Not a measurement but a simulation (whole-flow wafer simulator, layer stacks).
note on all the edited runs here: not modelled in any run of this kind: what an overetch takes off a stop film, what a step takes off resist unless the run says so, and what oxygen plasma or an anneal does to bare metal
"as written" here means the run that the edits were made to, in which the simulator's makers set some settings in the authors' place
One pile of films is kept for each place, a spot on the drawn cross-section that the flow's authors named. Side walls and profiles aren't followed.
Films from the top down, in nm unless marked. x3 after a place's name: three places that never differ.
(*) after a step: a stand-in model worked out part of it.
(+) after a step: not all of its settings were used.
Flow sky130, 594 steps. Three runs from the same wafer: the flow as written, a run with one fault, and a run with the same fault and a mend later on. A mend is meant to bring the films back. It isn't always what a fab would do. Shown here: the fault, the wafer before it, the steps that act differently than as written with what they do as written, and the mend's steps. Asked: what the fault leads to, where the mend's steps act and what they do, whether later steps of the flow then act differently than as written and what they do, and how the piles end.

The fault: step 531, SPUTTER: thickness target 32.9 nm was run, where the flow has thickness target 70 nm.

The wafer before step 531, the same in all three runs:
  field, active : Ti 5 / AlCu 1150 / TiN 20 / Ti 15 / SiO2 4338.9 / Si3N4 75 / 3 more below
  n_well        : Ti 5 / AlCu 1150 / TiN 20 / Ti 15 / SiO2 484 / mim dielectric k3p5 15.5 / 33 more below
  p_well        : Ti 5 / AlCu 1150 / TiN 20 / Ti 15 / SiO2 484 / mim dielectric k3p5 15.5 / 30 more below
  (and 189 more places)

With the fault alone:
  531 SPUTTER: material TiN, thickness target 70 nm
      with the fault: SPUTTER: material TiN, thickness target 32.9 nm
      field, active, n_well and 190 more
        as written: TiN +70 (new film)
        with the fault: TiN +32.9 (new film)
  Later steps of the flow that act differently than as written (15 more steps differ only slightly, by at most 2% or 0.5 nm, whichever is larger, and aren't shown):
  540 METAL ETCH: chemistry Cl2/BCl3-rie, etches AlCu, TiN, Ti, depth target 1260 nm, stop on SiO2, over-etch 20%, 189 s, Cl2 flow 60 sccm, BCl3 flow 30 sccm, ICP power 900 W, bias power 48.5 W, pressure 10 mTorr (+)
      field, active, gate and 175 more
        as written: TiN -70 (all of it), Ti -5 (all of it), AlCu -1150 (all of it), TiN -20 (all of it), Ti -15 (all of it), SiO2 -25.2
        with the fault: TiN -32.9 (all of it), Ti -5 (all of it), AlCu -1150 (all of it), TiN -20 (all of it), Ti -15 (all of it), SiO2 -28.9
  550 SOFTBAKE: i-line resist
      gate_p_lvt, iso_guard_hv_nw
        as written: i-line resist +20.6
        with the fault: i-line resist +19.9
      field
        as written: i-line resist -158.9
        with the fault: i-line resist -155.7
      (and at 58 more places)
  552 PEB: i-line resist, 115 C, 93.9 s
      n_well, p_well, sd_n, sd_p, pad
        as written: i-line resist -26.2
        with the fault: i-line resist -26.8
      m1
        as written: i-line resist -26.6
        with the fault: i-line resist -27.2
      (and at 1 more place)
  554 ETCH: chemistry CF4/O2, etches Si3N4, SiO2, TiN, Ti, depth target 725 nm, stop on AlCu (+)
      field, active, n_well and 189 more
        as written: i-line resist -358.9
        with the fault: i-line resist -321.8
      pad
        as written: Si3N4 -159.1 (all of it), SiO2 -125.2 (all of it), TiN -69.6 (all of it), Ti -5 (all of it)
        with the fault: Si3N4 -159.1 (all of it), SiO2 -125.2 (all of it), TiN -32.5 (all of it), Ti -5 (all of it)
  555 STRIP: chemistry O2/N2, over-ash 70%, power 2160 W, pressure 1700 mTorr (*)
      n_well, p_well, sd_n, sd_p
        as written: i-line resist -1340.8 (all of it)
        with the fault: i-line resist -1410.5 (all of it)
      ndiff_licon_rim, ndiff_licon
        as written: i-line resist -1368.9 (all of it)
        with the fault: i-line resist -1437.7 (all of it)
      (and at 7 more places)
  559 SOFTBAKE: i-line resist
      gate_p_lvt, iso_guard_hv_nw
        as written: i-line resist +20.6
        with the fault: i-line resist +19.9
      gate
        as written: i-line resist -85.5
        with the fault: i-line resist -81.9
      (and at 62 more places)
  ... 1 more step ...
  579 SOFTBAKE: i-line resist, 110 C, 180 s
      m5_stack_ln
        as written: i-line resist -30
        with the fault: i-line resist -29.1
  At the end the piles differ from the flow's by more than 2% or 0.5 nm, whichever is larger, at n_well, p_well, sd_n and 11 more.
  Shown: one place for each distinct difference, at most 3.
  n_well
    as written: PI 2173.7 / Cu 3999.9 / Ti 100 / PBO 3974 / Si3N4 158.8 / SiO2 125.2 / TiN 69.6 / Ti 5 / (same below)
    with the fault: PI 2178 / Cu 3999.9 / Ti 100 / PBO 4000.7 / Si3N4 158.8 / SiO2 125.2 / TiN 32.5 / Ti 5 / (same below)
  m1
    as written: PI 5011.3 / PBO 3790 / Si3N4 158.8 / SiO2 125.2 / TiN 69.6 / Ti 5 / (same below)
    with the fault: PI 5013.2 / PBO 3820.8 / Si3N4 158.8 / SiO2 125.2 / TiN 32.5 / Ti 5 / (same below)
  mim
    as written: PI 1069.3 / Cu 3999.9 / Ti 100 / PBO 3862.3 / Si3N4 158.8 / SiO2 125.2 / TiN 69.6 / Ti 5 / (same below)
    with the fault: PI 1072.5 / Cu 3999.9 / Ti 100 / PBO 3891.1 / Si3N4 158.8 / SiO2 125.2 / TiN 32.5 / Ti 5 / (same below)

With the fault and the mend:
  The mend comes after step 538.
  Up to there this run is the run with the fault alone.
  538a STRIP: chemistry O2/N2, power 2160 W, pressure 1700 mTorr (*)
      n_well, p_well, sd_n and 9 more
        resist -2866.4 (all of it)
      m1, via4_hole
        resist -2868.5 (all of it)
      via4_enc
        resist -2866.3 (all of it)
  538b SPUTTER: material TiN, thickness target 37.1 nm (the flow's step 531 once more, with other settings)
      field, active, n_well and 190 more
        TiN +37.1
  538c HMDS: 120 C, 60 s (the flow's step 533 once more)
      changes no film at any place that is followed
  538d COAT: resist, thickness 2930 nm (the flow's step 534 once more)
      n_well, p_well, gate_hv and 172 more
        resist +2930 (new film)
      field, active, gate and 13 more
        resist +2929.9 (new film)
      m1, via4_hole
        resist +2932.1 (new film)
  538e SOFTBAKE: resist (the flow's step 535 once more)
      field, active, gate, spacer, m1, sonos_cell, sonos_guard, sonos_guard_hv
        resist +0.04
      nwell_res
        resist +0.03
      pplus_nw
        resist +0.02
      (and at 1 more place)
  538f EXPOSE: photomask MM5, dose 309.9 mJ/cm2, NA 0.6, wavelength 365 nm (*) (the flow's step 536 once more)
      changes no film at any place that is followed
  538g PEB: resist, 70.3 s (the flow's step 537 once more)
      field, active, n_well and 188 more
        resist -63.6
      m1, via4_hole
        resist -63.7
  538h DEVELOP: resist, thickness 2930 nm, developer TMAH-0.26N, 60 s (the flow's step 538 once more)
      field, active, gate and 168 more
        resist -2866.4 (all of it)
      via1_hole, via1_enc, via2_hole, via2_enc, via3_hole, via3_enc, via_li1
        resist -2866.3 (all of it)
  No later step of the flow acts differently than as written at any place that is followed.
  At the end the piles are the same as the flow's at every place that both follow.
